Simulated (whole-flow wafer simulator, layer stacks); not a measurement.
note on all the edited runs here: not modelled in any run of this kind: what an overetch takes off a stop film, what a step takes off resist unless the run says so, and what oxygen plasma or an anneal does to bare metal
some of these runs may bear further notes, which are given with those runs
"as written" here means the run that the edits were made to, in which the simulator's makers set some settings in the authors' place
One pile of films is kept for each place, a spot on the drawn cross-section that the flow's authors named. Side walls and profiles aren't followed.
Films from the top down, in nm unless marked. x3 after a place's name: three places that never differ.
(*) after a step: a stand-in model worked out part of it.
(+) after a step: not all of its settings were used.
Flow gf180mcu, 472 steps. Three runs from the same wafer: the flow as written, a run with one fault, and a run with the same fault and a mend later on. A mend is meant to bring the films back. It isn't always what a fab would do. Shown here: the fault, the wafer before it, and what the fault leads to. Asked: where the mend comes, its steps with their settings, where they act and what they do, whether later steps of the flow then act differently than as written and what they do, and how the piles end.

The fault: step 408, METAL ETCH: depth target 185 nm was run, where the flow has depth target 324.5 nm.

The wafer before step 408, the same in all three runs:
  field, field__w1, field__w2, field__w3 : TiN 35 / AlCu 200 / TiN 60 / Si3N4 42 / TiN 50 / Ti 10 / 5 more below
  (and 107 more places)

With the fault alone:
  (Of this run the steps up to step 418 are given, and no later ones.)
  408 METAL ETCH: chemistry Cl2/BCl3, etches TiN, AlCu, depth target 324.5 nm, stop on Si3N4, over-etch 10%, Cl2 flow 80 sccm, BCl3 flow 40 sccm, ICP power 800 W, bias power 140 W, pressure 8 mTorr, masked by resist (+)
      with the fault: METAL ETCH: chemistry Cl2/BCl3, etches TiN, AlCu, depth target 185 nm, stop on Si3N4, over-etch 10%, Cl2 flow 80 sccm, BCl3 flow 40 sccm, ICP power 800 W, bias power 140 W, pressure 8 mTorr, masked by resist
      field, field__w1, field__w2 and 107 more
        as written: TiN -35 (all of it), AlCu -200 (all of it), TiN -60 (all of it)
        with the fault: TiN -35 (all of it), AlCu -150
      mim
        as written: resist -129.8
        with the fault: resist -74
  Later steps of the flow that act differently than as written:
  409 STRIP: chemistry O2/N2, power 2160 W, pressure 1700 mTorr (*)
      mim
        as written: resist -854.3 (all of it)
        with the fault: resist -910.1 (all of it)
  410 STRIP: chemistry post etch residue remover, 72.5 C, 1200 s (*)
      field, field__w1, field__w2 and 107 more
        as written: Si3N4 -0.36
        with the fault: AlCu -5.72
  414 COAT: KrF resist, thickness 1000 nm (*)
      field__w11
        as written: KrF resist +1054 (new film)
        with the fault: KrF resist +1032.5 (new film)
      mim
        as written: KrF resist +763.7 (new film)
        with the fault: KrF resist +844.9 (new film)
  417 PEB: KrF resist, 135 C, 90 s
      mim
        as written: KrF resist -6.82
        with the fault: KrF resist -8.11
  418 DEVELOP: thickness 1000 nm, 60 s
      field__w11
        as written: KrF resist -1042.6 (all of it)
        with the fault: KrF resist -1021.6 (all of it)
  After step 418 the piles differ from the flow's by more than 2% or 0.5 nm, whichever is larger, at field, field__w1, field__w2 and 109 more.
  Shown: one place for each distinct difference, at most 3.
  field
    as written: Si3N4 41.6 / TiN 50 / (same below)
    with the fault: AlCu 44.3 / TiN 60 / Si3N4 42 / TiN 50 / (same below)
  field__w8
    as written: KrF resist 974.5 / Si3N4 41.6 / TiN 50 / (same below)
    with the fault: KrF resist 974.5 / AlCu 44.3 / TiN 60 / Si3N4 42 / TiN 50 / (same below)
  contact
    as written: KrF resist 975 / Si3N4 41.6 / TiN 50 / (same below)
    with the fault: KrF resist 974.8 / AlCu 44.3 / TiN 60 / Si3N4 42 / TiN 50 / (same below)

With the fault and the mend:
  The mend comes after step 410.
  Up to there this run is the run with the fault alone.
  410a DEHYDRATE: 200 C, 60 s (the flow's step 401 once more)
      changes no film at any place that is followed
  410b HMDS: 120 C, 60 s (the flow's step 402 once more)
      changes no film at any place that is followed
  410c COAT: resist, thickness 1000 nm (*) (the flow's step 403 once more)
      field__w8, m1__w1, iso_ptap_pw and 39 more
        resist +1000 (new film)
      field_sub__w1, field_sub__w5, n_well, sd_p, gate_p, active_nat, nw_enc_fld_lv, nw_enc_fld_lv__w3
        resist +1000.7 (new film)
      field, ld_acc_p, ld_fp_p, ld_drift_p, ld_drn_p, ld_body_p_dnw, m1_nw
        resist +1001.1 (new film)
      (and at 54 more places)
  410d SOFTBAKE: resist (the flow's step 404 once more)
      field__w9, nplus_u
        resist -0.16
      field__w2
        resist +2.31
      field__w3
        resist +2.43
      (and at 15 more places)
  410e EXPOSE: photomask FuseTop (the flow's step 405 once more)
      changes no film at any place that is followed
  410f PEB: resist, 70.3 s (the flow's step 406 once more)
      field, field__w1, field__w5 and 96 more
        resist -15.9
      field__w2, field__w3, field__w12, pplus_u, ppoly_sal, nw_enc_fld_lv__w4
        resist -16
      field__w7, field__w11, field__w13, ppoly_u, npoly_sal
        resist -16.1
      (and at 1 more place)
  410g DEVELOP: thickness 1000 nm, 60 s (the flow's step 407 once more)
      field__w8, m1__w1, iso_ptap_pw and 39 more
        resist -984.1 (all of it)
      field_sub__w1, field_sub__w5, n_well and 6 more
        resist -984.8 (all of it)
      field, ld_gate_p, ld_acc_p, ld_fp_p, ld_drift_p, ld_drn_p, m1_nw
        resist -985.2 (all of it)
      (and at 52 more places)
  410h METAL ETCH: chemistry Cl2/BCl3, etches TiN, AlCu, depth target 139.5 nm, stop on Si3N4, over-etch 10%, Cl2 flow 80 sccm, BCl3 flow 40 sccm, ICP power 800 W, bias power 140 W, pressure 8 mTorr, masked by resist (+) (the flow's step 408 once more, with other settings)
      field, field__w1, field__w2 and 107 more
        AlCu -44.3 (all of it), TiN -60 (all of it)
      mim
        resist -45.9
  410i STRIP: chemistry O2/N2, power 2160 W, pressure 1700 mTorr (*) (the flow's step 409 once more)
      mim
        resist -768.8 (all of it)
  410j STRIP: chemistry post etch residue remover, 72.5 C, 1200 s (*) (the flow's step 410 once more)
      field, field__w1, field__w2 and 107 more
        Si3N4 -0.36
      mim
        TiN -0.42
  No later step of the flow acts differently than as written, at any place that is followed, by more than 2% or 0.5 nm, whichever is larger.
  At the end the piles differ from the flow's only slightly at the places that both follow, by at most 2% or 0.5 nm, whichever is larger.
